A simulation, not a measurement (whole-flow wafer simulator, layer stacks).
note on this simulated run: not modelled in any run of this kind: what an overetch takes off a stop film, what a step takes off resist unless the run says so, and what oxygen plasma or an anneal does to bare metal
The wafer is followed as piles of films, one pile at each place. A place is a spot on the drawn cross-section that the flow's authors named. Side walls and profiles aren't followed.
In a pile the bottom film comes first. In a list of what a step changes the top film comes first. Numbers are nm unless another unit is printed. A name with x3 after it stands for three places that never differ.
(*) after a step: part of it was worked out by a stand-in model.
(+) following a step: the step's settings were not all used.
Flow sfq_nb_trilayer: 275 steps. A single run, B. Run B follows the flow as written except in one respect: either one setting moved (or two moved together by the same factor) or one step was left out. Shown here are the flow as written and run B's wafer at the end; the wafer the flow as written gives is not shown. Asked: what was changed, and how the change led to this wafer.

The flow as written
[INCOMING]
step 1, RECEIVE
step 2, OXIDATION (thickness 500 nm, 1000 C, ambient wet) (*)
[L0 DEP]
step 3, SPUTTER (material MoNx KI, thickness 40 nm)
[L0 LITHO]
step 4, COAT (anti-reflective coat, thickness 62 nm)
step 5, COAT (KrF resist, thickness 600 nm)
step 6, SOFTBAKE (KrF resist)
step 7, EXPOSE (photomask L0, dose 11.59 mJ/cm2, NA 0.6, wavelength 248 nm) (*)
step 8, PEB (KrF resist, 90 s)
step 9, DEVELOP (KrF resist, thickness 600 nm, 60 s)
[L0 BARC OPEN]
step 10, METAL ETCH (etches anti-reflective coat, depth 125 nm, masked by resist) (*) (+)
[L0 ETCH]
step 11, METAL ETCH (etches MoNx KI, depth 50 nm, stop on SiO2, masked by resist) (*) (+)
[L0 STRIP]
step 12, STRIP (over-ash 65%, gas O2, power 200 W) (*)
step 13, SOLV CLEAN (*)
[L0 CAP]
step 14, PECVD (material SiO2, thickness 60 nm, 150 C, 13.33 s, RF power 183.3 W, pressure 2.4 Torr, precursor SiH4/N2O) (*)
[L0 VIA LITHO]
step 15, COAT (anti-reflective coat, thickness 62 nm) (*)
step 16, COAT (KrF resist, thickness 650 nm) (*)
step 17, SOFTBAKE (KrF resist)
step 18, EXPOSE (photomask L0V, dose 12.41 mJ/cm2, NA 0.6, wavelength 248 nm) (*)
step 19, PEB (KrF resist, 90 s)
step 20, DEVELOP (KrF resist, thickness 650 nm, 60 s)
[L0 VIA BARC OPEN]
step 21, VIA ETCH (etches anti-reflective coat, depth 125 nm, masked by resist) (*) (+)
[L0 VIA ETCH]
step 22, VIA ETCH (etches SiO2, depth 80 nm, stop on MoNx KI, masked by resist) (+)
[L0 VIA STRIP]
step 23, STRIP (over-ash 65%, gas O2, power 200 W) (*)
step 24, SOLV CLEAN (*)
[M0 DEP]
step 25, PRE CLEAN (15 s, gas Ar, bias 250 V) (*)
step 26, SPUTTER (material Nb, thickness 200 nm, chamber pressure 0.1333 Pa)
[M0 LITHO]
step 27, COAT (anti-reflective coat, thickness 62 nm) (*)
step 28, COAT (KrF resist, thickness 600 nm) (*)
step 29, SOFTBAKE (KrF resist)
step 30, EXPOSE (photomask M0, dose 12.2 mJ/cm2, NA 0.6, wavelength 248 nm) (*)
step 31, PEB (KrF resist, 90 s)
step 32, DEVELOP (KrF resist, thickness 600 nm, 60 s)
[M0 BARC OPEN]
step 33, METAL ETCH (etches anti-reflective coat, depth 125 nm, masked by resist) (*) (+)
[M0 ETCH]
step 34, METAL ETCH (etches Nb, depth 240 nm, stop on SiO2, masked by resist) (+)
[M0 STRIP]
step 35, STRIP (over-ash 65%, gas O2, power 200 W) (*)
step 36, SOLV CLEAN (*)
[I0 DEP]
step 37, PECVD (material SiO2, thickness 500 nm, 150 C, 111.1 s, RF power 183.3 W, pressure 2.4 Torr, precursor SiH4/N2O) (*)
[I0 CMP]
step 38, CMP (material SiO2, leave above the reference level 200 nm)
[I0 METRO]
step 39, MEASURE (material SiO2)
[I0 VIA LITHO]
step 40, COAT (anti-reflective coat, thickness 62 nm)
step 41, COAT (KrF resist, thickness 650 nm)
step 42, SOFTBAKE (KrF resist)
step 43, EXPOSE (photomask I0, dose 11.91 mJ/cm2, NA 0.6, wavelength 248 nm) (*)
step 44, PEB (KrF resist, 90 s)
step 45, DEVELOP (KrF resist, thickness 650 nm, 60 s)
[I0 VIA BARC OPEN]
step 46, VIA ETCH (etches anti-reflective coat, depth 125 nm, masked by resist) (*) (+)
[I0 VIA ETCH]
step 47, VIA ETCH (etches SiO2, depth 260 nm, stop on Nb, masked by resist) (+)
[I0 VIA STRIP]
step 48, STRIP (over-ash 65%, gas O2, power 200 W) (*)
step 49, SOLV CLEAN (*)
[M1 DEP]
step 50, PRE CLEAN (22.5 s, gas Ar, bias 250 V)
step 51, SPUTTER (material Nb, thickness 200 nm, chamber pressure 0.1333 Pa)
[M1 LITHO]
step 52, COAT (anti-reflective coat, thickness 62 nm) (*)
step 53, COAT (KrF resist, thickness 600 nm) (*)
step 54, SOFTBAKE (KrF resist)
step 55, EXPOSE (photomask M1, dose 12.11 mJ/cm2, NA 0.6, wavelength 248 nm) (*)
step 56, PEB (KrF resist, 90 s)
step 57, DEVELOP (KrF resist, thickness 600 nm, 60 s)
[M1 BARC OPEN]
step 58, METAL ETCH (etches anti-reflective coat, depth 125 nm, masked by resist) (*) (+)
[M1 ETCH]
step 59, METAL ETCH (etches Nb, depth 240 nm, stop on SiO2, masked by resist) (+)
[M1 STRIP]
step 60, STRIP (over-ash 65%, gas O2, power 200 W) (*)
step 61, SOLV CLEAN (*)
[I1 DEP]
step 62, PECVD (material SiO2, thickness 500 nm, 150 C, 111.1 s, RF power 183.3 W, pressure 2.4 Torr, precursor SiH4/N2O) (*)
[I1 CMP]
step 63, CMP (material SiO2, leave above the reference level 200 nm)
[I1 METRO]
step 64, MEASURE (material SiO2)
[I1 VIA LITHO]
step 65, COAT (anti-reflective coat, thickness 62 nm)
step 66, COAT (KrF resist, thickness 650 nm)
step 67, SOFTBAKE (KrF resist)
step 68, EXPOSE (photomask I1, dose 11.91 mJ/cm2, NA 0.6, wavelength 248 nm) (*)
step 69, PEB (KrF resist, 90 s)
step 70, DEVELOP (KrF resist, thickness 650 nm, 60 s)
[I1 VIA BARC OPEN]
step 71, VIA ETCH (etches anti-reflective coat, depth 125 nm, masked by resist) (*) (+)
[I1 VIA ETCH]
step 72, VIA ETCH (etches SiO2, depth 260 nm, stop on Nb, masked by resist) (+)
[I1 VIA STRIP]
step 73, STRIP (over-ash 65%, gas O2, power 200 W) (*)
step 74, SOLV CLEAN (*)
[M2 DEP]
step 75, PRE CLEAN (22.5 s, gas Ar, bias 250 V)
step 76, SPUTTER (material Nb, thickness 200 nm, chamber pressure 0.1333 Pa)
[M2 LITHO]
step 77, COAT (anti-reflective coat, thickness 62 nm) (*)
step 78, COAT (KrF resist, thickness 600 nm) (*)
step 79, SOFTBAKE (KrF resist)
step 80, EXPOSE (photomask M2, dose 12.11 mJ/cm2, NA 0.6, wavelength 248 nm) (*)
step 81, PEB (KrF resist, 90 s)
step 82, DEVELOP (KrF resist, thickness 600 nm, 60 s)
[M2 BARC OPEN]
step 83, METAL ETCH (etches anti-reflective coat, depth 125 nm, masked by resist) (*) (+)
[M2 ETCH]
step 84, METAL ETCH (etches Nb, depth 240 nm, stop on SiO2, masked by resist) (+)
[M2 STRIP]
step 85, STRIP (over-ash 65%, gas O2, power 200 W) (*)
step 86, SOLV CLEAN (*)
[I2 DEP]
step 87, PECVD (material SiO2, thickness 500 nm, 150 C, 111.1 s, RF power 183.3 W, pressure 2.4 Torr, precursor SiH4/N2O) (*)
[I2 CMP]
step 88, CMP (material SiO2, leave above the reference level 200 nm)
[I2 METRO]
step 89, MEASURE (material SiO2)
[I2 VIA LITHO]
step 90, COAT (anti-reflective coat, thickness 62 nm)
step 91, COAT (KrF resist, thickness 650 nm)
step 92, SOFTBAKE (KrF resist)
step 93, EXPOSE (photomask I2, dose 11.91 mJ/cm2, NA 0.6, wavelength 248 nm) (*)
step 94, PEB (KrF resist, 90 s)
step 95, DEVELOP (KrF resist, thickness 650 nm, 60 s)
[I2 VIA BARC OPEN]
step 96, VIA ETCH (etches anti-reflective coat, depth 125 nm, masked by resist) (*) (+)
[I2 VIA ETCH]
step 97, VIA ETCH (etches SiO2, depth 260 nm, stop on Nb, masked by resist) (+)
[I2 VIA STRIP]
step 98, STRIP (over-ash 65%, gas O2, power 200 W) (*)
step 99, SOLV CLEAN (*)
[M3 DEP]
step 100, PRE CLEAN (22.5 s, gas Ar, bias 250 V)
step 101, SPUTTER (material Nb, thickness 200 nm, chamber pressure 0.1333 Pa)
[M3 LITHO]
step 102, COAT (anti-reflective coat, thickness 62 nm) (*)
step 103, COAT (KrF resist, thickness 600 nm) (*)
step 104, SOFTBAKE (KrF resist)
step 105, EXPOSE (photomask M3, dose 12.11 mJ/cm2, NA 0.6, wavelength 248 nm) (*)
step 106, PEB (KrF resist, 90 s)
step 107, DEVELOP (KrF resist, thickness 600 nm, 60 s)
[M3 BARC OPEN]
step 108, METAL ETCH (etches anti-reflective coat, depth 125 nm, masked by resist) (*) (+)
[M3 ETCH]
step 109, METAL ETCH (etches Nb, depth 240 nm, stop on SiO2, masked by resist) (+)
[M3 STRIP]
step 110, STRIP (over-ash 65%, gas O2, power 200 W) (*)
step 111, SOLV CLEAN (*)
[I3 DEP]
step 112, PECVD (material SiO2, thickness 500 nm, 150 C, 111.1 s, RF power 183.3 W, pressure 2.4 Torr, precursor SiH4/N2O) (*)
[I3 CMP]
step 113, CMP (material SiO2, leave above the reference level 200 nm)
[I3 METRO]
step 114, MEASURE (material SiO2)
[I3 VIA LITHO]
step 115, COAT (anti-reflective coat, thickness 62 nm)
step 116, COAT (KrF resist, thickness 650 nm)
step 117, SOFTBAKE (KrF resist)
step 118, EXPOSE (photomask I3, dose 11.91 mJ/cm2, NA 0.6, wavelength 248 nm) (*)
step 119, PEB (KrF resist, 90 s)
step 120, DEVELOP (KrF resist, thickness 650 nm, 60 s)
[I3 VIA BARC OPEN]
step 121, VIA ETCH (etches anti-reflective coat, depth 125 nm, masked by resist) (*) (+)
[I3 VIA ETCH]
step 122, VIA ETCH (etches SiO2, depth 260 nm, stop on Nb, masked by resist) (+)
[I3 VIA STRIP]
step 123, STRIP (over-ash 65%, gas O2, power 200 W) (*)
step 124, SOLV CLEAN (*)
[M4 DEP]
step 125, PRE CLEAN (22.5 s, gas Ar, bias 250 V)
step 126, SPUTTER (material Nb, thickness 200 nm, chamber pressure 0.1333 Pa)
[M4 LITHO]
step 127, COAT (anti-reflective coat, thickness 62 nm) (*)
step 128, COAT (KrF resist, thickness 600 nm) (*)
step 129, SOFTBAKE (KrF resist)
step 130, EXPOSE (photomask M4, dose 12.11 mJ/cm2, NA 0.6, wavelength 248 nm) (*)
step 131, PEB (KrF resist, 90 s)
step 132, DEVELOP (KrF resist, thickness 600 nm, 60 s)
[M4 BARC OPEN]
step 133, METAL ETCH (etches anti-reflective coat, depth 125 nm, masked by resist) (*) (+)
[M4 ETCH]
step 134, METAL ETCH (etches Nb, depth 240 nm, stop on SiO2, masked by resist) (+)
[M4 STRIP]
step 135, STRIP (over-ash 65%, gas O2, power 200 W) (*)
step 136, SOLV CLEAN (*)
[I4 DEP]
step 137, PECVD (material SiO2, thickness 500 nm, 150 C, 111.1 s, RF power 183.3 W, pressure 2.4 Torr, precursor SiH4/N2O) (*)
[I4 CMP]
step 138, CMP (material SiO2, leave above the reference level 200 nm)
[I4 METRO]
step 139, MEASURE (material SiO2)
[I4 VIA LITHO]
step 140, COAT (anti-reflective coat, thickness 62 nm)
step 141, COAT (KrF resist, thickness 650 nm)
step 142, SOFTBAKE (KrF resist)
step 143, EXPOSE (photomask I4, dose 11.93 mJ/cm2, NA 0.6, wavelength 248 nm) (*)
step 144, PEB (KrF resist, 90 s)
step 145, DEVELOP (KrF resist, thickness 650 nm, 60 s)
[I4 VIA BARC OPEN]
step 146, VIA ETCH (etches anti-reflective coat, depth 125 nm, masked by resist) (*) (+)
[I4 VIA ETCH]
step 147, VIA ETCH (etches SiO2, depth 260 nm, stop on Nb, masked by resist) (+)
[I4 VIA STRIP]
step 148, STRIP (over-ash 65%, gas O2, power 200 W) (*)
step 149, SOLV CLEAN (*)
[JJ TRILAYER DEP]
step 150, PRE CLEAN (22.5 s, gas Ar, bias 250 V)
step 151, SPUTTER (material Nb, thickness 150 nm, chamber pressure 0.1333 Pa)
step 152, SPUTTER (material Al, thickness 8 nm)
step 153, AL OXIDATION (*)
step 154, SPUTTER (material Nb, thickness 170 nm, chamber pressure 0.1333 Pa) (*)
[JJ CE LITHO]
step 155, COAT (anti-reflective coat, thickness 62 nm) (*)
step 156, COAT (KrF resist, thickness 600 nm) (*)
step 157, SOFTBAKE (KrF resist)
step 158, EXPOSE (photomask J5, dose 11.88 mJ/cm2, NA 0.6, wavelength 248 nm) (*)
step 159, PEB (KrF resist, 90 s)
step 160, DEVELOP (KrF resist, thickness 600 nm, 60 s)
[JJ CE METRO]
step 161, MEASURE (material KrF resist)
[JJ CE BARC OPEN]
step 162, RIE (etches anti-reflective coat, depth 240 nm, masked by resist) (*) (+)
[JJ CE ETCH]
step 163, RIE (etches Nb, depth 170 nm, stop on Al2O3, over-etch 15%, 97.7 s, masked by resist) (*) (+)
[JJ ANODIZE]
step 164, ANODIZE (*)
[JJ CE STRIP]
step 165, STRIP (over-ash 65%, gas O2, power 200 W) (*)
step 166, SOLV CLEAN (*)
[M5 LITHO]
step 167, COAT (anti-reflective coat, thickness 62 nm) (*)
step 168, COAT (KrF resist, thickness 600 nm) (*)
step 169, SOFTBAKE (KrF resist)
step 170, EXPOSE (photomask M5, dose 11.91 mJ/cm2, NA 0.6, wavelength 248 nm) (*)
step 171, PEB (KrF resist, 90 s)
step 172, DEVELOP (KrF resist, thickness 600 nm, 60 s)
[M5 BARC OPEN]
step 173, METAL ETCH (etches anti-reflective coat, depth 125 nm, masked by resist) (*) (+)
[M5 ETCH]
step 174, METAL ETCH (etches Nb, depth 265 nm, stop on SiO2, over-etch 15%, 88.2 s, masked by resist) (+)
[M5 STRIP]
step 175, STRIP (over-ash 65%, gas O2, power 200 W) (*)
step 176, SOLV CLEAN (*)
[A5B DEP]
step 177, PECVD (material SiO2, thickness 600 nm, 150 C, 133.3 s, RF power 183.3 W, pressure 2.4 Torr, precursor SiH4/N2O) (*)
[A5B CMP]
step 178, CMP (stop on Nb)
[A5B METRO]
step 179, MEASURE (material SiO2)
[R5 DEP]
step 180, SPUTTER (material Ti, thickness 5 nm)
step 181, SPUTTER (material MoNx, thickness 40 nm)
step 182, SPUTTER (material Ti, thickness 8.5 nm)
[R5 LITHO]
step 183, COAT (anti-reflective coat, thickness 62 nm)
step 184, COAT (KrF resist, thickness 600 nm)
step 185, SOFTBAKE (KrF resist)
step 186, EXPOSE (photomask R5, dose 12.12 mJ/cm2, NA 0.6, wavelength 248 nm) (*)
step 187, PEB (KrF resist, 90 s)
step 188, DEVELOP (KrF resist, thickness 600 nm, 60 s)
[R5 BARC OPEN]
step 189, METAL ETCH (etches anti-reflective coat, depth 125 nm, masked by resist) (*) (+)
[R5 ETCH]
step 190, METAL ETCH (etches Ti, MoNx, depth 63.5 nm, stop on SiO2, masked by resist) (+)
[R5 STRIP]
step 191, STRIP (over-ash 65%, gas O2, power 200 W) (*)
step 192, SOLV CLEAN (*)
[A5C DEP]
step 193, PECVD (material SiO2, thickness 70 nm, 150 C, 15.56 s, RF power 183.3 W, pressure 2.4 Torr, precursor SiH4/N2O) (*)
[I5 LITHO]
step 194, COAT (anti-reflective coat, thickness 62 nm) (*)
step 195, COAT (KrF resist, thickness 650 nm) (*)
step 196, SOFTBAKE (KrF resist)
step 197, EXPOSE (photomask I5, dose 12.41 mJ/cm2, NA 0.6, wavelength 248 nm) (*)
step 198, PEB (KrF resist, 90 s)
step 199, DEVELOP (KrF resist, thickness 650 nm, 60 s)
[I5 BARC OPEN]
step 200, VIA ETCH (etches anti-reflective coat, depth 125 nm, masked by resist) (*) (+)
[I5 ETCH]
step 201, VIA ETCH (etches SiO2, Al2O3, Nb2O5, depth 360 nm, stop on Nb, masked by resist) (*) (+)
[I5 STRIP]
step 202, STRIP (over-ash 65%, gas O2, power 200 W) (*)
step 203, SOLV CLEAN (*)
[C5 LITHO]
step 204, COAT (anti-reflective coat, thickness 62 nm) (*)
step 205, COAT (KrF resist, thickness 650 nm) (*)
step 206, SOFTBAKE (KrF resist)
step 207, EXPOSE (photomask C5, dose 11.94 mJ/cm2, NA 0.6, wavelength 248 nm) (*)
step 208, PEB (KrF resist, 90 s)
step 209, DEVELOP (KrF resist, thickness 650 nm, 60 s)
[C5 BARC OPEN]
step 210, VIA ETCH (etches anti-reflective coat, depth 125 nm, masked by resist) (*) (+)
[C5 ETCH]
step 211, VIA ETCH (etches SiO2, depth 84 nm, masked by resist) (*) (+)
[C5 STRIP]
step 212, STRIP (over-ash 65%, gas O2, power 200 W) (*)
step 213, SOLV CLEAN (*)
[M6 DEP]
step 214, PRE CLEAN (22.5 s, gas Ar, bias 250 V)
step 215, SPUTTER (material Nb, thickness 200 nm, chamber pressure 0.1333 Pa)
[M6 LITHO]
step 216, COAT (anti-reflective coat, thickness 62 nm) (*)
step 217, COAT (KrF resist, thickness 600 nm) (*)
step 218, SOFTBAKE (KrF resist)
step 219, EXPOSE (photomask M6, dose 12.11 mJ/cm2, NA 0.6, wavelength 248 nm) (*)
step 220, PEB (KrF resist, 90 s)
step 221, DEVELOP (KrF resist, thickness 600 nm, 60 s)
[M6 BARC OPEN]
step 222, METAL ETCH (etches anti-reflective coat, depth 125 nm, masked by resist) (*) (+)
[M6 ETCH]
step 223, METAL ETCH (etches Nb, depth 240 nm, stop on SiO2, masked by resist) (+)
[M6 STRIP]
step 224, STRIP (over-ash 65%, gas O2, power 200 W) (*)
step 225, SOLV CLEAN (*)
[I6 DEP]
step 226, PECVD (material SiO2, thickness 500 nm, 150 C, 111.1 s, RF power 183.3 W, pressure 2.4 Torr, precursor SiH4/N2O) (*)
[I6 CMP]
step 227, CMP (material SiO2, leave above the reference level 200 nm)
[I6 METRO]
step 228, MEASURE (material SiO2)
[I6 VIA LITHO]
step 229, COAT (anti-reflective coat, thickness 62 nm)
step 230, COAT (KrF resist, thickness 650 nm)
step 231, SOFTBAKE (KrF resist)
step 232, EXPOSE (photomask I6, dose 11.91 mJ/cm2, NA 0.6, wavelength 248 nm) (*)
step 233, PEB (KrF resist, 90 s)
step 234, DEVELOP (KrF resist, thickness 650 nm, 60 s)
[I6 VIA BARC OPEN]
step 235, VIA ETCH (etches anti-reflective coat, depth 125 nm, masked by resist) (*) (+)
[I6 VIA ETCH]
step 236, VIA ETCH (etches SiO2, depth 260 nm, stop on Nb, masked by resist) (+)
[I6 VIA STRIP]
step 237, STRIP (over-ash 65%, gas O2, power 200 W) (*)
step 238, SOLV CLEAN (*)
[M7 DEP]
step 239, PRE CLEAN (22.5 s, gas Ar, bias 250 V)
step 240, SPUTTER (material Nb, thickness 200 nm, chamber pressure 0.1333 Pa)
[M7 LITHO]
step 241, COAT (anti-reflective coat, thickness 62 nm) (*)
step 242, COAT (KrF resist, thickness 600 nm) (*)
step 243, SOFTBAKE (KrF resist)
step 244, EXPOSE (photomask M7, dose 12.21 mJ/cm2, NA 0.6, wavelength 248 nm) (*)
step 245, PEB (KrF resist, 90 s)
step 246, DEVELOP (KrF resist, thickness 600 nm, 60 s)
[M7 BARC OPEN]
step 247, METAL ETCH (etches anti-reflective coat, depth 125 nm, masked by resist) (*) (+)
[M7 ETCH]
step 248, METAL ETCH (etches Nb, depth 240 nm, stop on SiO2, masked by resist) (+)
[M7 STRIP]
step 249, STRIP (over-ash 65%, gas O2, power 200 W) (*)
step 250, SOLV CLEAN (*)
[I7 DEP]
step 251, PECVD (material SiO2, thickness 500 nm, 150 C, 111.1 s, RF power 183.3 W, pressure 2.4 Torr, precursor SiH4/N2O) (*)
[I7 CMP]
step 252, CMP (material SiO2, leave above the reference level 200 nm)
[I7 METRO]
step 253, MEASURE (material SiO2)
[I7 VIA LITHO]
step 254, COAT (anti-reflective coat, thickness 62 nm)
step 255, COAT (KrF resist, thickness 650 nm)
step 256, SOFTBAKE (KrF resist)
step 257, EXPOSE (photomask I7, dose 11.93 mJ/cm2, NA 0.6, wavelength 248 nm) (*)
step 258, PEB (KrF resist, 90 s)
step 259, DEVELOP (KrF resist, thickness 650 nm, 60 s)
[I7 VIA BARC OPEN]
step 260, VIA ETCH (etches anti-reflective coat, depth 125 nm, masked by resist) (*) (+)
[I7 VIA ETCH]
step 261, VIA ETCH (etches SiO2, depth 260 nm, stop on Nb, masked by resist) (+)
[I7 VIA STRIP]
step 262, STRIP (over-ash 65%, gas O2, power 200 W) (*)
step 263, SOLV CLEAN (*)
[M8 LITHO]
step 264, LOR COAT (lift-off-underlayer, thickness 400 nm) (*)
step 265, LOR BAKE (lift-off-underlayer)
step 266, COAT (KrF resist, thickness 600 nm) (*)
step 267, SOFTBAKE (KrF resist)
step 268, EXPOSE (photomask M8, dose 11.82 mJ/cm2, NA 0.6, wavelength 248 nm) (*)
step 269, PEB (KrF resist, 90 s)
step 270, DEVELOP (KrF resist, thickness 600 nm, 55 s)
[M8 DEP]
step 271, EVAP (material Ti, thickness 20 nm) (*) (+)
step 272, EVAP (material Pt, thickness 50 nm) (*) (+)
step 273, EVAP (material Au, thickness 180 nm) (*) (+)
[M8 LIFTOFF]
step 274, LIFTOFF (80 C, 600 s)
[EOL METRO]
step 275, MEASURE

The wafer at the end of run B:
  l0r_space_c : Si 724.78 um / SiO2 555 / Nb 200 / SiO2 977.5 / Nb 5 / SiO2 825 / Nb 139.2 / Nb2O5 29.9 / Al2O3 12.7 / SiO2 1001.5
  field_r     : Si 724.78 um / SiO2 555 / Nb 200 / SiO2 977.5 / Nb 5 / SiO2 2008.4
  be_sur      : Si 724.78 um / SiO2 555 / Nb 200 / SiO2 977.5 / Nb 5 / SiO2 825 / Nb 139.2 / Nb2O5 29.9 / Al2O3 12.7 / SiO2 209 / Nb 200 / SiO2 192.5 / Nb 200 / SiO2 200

What caused this: step 101, SPUTTER: thickness 245 nm was run, though the flow has thickness 200 nm.

Step by step, how the change led to this:
  step 101, SPUTTER (material Nb, thickness 200 nm, chamber pressure 0.1333 Pa)
      field_l, v_sur, via_wl and 102 more: Nb gains 245 (new film) (as written it would have been: Nb gains 200 (new film))
      via_w: Nb gains 203.3 (as written it would have been: Nb gains 165.5)
  step 102, COAT (anti-reflective coat, thickness 62 nm) (*)
      via_wl, via_wr: anti-reflective coat gains 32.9 (new film) (as written it would have been: anti-reflective coat gains 34.2 (new film))
  step 109, METAL ETCH (etches Nb, depth 240 nm, stop on SiO2, masked by resist) (+)
      field_l, be, be_sur and 72 more: Nb loses 240 (as written it would have been: Nb loses 200 (all of it))
  step 110, STRIP (over-ash 65%, gas O2, power 200 W) (*)
      via_wl, via_wr: KrF resist loses 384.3 (all of it), anti-reflective coat loses 32.9 (all of it) (as written it would have been: KrF resist loses 384.2 (all of it), anti-reflective coat loses 34.2 (all of it))
  step 112, PECVD (material SiO2, thickness 500 nm, 150 C, 111.1 s, RF power 183.3 W, pressure 2.4 Torr, precursor SiH4/N2O) (*)
      field_l, be, be_sur and 64 more: SiO2 gains 500 (new film) (as written it would have been: SiO2 gains 500)
      p4_g1, p4_g2, p3_s0, p3_s1, p3_s2, p3_s3, p3_s4, p3_s5: SiO2 gains 597.1 (new film) (as written it would have been: SiO2 gains 557.1)
      (also at 1 further place)
  step 113, CMP (material SiO2, leave above the reference level 200 nm)
      field_l, be, be_sur and 64 more: SiO2 loses 60 (as written it would have been: SiO2 loses 100)
      via_w: SiO2 loses 157.1 (as written it would have been: SiO2 loses 181.6)
With metal films that touch counted as one body, l0r_space_c has 3 bodies (between them, from the top down: SiO2 825; SiO2 977.5); the flow as written gives 2 bodies (between them, from the top down: SiO2 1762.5).
With metal films that touch counted as one body, field_r has 2 bodies (between them, from the top down: SiO2 977.5); the flow as written gives 1 body.
With metal films that touch counted as one body, be_sur has 5 bodies (between them, from the top down: SiO2 192.5; SiO2 209 / Al2O3 12.7 / Nb2O5 29.9; SiO2 825; SiO2 977.5); the flow as written gives 4 bodies (between them, from the top down: SiO2 192.5; SiO2 209 / Al2O3 12.7 / Nb2O5 29.9; SiO2 1762.5).
